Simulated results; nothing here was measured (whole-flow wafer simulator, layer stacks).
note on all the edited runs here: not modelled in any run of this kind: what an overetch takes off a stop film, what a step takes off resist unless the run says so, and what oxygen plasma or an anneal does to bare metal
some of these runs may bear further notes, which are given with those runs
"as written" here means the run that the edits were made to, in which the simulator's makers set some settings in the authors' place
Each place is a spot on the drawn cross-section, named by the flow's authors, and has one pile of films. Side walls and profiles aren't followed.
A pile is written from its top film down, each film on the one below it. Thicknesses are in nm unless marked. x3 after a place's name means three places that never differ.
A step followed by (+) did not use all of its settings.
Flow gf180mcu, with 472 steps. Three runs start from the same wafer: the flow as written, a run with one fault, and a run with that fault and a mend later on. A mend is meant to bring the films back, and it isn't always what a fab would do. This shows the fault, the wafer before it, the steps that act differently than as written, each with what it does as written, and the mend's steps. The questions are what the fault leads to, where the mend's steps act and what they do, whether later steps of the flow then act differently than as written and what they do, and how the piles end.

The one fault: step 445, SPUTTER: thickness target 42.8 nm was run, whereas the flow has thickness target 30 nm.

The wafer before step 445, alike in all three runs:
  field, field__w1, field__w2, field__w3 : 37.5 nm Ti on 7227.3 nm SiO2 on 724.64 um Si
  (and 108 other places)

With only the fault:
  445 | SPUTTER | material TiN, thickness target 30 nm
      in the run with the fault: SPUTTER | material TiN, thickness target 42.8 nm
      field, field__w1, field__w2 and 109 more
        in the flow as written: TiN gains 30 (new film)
        in the run with the fault: TiN gains 42.8 (new film)
  Steps further on in the flow that do not act as written (4 more steps, not shown, differ only slightly: by at most 2% or 0.5 nm, whichever is larger):
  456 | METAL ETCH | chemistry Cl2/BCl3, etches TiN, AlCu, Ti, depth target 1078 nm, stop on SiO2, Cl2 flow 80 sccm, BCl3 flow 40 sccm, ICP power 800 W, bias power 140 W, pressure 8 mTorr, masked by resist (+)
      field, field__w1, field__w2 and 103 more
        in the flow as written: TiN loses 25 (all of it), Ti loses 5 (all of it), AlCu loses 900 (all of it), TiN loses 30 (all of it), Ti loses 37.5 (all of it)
        in the run with the fault: TiN loses 25 (all of it), Ti loses 5 (all of it), AlCu loses 900 (all of it), TiN loses 42.8 (all of it), Ti loses 37.5 (all of it)
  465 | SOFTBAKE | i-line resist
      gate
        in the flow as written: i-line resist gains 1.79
        in the run with the fault: i-line resist loses 0.27
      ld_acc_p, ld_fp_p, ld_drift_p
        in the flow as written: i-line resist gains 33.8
        in the run with the fault: i-line resist gains 27.4
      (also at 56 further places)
  By the end, the piles at field__w8, contact, m1, m1__w1, pad, m1_nw depart from the flow's by more than 2% or 0.5 nm, whichever is larger.
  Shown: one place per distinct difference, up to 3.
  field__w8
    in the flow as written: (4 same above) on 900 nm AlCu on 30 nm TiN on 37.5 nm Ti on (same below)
    in the run with the fault: (4 same above) on 900 nm AlCu on 42.8 nm TiN on 37.5 nm Ti on (same below)
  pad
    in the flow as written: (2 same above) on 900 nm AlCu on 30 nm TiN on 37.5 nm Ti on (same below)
    in the run with the fault: (2 same above) on 900 nm AlCu on 42.8 nm TiN on 37.5 nm Ti on (same below)

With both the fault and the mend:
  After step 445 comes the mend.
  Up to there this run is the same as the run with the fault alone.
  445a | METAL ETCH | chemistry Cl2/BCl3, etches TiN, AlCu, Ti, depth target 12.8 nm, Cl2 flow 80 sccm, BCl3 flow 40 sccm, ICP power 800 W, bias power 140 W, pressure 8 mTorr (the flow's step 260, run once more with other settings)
      field, field__w1, field__w2 and 109 more
        TiN loses 12.8
  Every later step of the flow that is run acts as written at every place that is followed.
  The piles end the same as the flow's at every place that both follow.
